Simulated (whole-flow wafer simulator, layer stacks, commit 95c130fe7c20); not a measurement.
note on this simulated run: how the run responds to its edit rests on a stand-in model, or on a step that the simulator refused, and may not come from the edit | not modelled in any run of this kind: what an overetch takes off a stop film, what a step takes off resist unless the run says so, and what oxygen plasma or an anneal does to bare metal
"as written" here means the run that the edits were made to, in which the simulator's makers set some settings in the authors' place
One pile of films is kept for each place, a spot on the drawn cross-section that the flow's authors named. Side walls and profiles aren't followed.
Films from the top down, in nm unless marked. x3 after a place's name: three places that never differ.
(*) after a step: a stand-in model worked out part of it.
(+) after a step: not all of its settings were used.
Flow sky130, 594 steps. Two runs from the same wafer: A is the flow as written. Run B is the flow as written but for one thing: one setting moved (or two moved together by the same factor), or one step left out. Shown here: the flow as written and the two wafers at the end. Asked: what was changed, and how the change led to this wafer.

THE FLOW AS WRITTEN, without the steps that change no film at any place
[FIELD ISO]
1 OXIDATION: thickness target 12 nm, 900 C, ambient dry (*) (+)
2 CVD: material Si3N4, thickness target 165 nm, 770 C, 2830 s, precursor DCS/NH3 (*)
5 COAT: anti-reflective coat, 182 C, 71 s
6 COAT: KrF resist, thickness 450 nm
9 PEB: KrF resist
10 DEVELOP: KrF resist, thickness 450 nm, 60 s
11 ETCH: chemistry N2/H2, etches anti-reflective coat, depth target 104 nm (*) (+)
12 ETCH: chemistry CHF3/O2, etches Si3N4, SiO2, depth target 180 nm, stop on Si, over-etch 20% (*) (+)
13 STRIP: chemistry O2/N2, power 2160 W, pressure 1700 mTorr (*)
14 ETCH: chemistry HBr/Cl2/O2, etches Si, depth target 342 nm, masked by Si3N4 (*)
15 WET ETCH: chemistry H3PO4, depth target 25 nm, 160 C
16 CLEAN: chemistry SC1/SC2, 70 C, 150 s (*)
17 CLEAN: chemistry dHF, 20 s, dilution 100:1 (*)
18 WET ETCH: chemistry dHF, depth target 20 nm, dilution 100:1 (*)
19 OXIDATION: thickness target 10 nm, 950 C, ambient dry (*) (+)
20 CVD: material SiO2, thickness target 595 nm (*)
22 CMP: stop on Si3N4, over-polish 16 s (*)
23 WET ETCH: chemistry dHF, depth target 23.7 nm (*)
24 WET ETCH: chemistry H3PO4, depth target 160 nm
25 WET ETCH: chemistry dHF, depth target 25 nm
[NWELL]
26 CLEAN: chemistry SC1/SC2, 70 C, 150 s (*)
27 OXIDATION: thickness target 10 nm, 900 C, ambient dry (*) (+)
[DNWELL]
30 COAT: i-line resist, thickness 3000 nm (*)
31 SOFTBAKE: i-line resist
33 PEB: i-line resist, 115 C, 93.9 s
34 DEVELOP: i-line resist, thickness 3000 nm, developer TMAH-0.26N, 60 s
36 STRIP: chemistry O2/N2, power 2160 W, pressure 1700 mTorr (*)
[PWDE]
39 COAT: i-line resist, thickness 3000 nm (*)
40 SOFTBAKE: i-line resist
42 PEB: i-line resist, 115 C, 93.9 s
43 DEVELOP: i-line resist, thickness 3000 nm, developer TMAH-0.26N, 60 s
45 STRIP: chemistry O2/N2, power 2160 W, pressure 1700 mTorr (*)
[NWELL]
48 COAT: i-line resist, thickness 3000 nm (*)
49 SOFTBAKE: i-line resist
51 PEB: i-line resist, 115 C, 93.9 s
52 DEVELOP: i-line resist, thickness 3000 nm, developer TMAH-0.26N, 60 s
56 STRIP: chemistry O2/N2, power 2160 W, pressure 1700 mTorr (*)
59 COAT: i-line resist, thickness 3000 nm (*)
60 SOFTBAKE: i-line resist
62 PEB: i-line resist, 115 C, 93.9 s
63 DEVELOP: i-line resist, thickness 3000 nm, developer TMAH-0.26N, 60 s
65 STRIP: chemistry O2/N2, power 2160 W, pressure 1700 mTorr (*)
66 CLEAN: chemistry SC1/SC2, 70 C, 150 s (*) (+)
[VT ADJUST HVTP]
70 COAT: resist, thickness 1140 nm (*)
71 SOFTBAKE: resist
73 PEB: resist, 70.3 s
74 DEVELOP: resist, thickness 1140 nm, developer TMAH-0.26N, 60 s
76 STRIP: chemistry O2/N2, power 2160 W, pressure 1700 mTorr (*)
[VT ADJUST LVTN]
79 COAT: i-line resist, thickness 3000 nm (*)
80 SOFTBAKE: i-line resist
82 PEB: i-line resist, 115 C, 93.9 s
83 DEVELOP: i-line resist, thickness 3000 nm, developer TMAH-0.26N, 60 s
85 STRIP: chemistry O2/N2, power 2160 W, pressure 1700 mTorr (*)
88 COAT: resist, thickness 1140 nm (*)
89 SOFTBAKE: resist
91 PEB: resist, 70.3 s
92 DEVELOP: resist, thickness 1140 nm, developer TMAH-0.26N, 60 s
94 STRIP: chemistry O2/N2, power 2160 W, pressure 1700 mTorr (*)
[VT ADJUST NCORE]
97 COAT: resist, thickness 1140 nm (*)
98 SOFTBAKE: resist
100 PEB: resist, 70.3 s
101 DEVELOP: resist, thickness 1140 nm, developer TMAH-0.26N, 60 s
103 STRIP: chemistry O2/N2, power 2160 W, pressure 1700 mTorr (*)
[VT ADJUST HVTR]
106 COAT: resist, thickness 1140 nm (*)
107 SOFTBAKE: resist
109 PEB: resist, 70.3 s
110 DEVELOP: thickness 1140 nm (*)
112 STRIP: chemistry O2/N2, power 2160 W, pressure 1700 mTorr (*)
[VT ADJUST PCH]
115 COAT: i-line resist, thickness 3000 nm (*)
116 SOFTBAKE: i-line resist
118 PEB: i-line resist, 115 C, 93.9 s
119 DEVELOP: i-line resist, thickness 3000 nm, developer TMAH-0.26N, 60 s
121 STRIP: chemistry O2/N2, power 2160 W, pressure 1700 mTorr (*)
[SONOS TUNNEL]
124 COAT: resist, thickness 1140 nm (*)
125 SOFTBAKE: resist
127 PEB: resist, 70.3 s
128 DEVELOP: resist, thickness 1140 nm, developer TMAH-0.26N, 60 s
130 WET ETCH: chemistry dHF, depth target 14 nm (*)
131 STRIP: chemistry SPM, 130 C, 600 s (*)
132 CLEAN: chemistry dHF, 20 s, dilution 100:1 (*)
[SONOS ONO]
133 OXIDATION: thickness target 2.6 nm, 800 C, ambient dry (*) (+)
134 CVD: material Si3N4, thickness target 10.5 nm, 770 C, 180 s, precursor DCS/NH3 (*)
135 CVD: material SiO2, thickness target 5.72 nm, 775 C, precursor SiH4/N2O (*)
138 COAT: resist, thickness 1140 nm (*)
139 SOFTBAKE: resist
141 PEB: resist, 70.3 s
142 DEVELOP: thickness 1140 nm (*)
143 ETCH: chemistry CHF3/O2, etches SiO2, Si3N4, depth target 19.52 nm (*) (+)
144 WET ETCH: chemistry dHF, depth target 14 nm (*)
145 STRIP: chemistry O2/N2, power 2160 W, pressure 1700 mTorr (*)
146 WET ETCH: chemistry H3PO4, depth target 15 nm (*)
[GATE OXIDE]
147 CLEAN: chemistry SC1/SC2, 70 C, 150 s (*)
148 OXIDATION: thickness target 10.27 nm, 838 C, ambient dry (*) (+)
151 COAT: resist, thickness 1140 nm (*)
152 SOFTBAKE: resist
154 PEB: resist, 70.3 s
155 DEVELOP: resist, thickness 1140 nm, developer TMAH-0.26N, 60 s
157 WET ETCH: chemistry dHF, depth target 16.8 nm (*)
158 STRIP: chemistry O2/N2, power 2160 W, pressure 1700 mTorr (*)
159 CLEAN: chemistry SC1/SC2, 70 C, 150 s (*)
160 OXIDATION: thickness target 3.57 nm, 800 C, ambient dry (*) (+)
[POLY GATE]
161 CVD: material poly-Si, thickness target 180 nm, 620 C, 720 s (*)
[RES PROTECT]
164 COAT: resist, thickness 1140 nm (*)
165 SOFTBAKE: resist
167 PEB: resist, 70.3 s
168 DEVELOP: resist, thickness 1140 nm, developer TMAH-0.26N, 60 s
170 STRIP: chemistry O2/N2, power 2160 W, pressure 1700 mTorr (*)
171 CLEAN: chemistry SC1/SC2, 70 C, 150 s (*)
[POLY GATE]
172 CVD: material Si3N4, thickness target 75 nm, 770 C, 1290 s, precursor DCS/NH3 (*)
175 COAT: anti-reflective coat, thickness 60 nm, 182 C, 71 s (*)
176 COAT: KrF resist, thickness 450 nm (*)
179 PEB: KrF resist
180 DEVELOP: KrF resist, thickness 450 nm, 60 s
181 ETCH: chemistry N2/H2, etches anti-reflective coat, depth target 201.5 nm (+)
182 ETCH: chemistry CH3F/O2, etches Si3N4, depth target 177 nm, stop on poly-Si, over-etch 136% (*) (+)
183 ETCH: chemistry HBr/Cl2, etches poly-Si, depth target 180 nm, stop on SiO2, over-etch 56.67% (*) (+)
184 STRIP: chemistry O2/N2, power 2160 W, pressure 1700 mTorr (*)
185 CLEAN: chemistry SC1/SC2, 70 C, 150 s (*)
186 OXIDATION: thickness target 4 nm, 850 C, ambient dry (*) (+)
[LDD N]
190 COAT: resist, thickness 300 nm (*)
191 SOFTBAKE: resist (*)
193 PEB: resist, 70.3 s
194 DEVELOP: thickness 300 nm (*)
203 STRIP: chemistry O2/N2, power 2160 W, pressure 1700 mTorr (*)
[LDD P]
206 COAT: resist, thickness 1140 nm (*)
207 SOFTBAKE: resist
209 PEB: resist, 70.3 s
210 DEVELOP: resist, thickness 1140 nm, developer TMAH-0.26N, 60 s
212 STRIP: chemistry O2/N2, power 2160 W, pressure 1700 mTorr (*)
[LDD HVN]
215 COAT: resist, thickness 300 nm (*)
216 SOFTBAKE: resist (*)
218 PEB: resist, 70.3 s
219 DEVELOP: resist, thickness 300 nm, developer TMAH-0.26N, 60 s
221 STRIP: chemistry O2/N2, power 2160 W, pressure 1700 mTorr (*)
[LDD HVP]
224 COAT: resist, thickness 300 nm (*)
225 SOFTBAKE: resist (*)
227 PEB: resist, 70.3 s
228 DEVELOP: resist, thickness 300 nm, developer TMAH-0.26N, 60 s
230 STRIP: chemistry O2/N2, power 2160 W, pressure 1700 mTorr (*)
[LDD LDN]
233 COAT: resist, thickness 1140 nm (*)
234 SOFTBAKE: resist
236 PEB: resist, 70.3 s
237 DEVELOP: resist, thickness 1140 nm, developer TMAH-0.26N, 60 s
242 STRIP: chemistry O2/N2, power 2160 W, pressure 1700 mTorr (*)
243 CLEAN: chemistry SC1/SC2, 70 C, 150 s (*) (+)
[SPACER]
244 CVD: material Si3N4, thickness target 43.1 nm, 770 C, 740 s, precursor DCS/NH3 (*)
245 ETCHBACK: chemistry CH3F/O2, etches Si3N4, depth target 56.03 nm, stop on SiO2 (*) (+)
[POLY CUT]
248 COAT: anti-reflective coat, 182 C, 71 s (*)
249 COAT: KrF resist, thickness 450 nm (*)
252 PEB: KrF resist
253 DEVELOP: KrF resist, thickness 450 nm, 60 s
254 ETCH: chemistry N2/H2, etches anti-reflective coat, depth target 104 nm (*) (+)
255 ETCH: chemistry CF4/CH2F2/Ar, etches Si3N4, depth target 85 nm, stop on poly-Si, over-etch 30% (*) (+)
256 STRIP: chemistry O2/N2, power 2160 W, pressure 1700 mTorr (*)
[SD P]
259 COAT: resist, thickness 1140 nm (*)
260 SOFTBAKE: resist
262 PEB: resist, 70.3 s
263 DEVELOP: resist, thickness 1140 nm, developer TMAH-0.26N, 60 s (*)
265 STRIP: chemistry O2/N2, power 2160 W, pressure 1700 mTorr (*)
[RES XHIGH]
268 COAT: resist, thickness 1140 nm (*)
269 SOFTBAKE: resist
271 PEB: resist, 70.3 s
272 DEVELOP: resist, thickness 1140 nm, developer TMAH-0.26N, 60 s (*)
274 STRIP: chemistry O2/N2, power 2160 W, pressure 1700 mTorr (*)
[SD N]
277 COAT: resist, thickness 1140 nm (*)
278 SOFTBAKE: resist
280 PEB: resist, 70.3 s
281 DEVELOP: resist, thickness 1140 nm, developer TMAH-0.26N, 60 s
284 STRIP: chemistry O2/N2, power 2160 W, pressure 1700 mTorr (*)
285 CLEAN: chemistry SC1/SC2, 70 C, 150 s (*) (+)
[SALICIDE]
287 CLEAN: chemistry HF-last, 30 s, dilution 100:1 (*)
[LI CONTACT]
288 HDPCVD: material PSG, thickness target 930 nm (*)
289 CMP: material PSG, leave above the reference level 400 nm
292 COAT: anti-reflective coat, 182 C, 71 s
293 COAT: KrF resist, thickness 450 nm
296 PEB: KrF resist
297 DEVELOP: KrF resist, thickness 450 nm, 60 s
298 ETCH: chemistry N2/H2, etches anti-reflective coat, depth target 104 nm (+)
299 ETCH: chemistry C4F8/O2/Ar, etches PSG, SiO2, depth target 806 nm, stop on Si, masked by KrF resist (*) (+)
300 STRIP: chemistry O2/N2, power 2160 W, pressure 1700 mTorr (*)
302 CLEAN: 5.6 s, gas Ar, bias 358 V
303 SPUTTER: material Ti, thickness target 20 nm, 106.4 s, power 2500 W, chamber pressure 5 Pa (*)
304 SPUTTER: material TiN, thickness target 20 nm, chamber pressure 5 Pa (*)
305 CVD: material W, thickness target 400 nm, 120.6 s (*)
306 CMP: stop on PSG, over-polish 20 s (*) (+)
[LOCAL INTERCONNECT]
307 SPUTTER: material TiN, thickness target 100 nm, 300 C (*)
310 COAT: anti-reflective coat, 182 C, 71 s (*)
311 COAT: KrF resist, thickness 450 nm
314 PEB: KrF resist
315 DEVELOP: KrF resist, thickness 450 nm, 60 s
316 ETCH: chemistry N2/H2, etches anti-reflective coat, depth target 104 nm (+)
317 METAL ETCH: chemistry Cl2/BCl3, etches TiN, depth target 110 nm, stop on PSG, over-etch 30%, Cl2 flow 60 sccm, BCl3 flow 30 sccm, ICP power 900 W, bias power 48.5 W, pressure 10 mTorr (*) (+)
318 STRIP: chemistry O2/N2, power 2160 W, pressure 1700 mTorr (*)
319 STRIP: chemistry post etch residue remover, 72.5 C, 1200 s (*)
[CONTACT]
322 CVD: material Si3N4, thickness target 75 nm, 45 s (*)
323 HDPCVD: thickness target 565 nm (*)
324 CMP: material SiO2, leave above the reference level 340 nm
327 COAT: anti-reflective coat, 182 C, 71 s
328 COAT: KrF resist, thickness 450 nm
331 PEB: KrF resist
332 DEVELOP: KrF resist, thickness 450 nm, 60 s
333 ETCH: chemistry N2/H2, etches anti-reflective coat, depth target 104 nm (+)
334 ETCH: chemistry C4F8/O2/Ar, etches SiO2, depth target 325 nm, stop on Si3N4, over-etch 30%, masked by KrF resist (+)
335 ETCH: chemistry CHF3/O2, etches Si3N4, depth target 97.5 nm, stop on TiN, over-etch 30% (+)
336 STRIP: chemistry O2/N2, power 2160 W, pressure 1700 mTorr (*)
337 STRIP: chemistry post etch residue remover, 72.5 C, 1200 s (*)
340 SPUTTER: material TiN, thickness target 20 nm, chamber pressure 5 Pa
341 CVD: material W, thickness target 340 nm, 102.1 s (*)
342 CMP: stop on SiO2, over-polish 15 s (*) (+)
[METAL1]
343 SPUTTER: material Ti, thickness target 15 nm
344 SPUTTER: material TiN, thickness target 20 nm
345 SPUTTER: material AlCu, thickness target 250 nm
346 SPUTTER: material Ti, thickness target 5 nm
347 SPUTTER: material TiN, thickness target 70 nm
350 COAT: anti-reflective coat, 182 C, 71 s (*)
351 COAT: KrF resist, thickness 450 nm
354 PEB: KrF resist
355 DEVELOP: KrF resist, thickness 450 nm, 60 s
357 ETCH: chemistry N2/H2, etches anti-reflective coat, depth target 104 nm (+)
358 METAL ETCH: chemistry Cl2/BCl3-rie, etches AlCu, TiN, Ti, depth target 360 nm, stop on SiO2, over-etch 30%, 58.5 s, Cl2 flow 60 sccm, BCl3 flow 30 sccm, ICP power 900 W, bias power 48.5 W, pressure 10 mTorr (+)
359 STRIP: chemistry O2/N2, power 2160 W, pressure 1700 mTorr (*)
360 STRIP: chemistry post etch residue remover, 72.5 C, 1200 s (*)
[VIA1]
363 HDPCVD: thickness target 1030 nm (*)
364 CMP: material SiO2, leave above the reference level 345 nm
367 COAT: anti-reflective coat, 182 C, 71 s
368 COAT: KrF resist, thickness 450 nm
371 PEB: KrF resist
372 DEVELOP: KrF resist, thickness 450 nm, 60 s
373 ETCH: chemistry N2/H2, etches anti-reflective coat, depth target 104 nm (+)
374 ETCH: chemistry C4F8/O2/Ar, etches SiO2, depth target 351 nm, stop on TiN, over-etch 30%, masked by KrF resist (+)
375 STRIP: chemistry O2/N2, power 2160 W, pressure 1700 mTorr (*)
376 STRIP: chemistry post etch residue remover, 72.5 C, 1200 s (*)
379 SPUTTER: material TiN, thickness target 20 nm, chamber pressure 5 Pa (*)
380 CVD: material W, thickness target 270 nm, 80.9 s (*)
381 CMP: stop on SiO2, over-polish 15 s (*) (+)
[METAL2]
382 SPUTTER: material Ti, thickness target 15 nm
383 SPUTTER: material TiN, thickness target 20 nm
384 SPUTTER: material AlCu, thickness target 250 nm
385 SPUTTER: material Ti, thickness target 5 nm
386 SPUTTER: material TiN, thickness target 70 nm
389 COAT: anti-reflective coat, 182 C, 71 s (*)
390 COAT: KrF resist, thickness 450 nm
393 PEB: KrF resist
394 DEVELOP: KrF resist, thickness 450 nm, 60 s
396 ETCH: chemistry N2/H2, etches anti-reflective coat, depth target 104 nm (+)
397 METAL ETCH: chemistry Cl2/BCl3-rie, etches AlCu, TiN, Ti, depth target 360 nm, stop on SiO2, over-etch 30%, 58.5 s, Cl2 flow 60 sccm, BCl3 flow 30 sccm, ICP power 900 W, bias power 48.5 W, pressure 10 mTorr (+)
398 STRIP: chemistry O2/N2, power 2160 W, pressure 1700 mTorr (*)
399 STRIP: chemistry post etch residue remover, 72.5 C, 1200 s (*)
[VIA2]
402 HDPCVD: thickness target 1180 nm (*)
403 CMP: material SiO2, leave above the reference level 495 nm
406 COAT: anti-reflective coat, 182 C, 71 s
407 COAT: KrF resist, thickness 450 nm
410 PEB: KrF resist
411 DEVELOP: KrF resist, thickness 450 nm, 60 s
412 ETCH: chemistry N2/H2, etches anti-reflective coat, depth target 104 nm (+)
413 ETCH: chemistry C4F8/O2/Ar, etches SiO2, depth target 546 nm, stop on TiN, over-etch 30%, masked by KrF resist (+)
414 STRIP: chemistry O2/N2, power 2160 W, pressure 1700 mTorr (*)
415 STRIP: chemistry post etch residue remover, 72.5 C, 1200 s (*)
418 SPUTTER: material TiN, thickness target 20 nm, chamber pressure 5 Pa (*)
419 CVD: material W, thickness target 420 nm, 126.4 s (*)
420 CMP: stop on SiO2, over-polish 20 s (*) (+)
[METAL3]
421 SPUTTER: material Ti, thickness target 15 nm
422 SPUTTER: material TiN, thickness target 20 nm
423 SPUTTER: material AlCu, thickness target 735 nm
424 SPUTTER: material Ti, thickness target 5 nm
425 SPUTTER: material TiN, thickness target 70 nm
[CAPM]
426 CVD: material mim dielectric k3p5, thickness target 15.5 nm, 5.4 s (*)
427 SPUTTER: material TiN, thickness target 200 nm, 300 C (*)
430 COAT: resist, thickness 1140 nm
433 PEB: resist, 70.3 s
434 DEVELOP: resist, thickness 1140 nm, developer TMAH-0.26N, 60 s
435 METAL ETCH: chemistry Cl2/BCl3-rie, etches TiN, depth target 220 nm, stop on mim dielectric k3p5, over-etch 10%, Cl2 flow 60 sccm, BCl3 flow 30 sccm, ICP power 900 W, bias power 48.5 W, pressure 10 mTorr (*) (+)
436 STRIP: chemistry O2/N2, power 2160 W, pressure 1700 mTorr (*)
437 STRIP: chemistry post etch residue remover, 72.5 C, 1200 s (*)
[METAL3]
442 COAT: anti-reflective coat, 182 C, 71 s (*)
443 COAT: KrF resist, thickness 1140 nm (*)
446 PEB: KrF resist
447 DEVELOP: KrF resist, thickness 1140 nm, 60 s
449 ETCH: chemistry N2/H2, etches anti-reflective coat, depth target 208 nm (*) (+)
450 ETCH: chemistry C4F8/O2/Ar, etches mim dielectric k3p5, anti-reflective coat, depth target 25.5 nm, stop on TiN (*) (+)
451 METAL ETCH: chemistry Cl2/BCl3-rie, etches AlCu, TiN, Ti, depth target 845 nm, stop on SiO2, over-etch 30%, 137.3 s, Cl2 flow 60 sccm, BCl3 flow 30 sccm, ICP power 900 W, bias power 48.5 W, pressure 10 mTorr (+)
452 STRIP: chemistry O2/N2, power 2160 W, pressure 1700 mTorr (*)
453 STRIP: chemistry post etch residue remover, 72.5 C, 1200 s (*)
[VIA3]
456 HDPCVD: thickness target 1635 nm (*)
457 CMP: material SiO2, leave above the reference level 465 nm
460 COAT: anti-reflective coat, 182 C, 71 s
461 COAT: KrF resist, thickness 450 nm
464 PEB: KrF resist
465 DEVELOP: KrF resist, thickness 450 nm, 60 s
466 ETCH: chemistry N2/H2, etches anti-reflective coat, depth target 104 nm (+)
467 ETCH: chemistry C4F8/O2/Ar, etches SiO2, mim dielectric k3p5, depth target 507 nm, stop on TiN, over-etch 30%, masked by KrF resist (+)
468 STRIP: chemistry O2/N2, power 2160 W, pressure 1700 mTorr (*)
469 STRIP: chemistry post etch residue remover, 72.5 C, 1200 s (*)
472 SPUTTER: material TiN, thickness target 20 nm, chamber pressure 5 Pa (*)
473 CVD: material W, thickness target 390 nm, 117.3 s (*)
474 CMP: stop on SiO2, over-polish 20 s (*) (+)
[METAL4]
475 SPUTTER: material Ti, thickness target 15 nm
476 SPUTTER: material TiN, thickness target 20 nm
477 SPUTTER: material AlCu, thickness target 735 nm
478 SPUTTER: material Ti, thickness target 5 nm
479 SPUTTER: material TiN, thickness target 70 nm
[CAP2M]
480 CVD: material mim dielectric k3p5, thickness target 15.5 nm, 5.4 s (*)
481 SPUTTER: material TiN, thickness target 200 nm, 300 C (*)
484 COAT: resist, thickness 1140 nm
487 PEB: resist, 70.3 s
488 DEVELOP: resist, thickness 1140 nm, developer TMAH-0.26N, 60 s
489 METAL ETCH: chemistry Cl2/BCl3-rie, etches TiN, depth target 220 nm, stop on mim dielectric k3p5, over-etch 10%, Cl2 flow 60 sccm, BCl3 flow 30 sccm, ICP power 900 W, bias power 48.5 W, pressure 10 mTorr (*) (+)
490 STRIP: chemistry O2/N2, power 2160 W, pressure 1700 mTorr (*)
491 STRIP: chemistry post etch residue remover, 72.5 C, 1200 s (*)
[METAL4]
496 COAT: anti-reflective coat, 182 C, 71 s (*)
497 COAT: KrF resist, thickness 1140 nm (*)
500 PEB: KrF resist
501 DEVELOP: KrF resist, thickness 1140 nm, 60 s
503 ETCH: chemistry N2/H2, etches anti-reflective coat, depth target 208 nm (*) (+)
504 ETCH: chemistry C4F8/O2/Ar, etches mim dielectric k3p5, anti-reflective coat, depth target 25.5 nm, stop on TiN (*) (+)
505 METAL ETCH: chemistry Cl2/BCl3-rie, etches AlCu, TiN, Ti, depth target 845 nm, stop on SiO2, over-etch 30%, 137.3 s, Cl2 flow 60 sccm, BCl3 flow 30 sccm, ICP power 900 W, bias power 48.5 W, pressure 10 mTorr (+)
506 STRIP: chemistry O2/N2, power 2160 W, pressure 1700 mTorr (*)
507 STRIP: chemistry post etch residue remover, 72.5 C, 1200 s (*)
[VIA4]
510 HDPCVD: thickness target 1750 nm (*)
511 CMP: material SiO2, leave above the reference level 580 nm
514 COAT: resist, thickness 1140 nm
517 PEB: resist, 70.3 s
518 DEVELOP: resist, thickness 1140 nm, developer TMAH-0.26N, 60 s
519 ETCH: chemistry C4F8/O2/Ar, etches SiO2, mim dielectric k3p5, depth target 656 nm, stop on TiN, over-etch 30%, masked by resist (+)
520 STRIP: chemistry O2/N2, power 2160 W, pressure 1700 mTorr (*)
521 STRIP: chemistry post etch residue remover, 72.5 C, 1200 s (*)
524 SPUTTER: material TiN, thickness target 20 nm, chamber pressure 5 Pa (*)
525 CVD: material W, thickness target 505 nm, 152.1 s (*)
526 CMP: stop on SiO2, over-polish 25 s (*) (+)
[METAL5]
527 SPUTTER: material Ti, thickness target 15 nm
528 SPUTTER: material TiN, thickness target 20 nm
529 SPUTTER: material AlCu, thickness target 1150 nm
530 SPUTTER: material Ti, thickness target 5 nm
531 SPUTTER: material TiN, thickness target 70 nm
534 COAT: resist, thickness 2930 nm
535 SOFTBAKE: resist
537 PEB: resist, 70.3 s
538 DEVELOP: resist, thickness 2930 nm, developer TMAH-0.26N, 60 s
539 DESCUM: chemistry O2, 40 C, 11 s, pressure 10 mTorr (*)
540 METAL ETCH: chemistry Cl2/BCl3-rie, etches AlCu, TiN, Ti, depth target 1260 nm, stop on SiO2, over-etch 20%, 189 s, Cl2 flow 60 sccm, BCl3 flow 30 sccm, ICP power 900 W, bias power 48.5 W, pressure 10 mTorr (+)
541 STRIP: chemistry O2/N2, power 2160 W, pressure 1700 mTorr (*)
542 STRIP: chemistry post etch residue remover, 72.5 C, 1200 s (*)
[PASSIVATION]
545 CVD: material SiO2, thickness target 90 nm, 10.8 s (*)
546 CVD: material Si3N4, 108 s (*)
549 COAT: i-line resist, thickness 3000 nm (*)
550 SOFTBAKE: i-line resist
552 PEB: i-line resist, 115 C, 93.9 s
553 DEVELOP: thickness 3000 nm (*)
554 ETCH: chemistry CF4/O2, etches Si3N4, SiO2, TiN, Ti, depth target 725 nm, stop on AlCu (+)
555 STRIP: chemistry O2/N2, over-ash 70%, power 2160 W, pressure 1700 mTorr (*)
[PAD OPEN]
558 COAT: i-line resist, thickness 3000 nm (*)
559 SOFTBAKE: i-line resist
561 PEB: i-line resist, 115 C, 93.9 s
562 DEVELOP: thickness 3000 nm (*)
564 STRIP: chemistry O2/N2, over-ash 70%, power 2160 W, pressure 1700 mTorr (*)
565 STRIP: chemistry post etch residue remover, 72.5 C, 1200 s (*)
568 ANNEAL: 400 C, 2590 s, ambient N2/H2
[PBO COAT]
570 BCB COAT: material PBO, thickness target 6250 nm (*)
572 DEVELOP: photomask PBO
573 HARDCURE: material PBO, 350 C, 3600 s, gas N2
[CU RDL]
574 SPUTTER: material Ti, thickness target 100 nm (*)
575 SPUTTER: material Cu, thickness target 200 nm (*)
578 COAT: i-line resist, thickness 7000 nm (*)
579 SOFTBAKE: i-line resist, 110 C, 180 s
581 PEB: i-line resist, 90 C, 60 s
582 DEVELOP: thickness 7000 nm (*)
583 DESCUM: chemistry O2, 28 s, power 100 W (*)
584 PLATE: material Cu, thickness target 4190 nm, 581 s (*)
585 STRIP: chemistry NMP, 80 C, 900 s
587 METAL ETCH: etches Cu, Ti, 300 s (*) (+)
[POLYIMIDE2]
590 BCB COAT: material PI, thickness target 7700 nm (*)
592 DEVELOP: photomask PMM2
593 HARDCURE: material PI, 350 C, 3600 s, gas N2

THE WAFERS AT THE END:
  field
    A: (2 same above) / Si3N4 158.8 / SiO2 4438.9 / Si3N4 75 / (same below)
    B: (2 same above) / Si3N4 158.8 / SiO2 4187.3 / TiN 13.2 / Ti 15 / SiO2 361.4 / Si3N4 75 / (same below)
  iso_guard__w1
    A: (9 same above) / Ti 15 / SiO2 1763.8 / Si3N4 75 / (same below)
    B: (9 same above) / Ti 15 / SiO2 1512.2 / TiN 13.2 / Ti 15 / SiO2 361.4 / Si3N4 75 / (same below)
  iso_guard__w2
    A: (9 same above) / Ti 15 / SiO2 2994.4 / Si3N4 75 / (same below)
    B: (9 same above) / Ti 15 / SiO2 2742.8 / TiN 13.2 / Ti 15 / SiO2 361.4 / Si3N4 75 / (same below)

The cause: step 345, SPUTTER: thickness target 388 nm was run, where the flow has thickness target 250 nm.

How the change led to this, step by step:
  345 SPUTTER: material AlCu, thickness target 250 nm
      field, active, n_well and 188 more: A AlCu +250 (new film) | B AlCu +388 (new film)
  358 METAL ETCH: chemistry Cl2/BCl3-rie, etches AlCu, TiN, Ti, depth target 360 nm, stop on SiO2, over-etch 30%, 58.5 s, Cl2 flow 60 sccm, BCl3 flow 30 sccm, ICP power 900 W, bias power 48.5 W, pressure 10 mTorr (+)
      field, active, gate and 79 more: A TiN -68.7 (all of it), Ti -5 (all of it), AlCu -250 (all of it), TiN -20 (all of it), Ti -15 (all of it), SiO2 -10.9 | B TiN -68.7 (all of it), Ti -5 (all of it), AlCu -388 (all of it), TiN -6.33
      rpo_hd, iso_guard_nsd_tip: A TiN -68.7 (all of it), Ti -5 (all of it), AlCu -250 (all of it), TiN -20 (all of it), Ti -15 (all of it), SiO2 -10.9 | B TiN -68.7 (all of it), Ti -5 (all of it), AlCu -388 (all of it), TiN -6.34
  363 HDPCVD: thickness target 1030 nm (*)
      field, active, gate and 81 more: A SiO2 +1030 | B SiO2 +1030 (new film)
  364 CMP: material SiO2, leave above the reference level 345 nm
      field, active, gate and 81 more: A SiO2 -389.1 | B SiO2 -290.2
Counting metal films that touch as one body, field has 1 body; the flow as written gives 0 bodies.
Counting metal films that touch as one body, iso_guard__w1 has 2 bodies (between them, from the top down: SiO2 1512.2); the flow as written gives 1 body.
Counting metal films that touch as one body, iso_guard__w2 has 2 bodies (between them, from the top down: SiO2 2742.8); the flow as written gives 1 body.
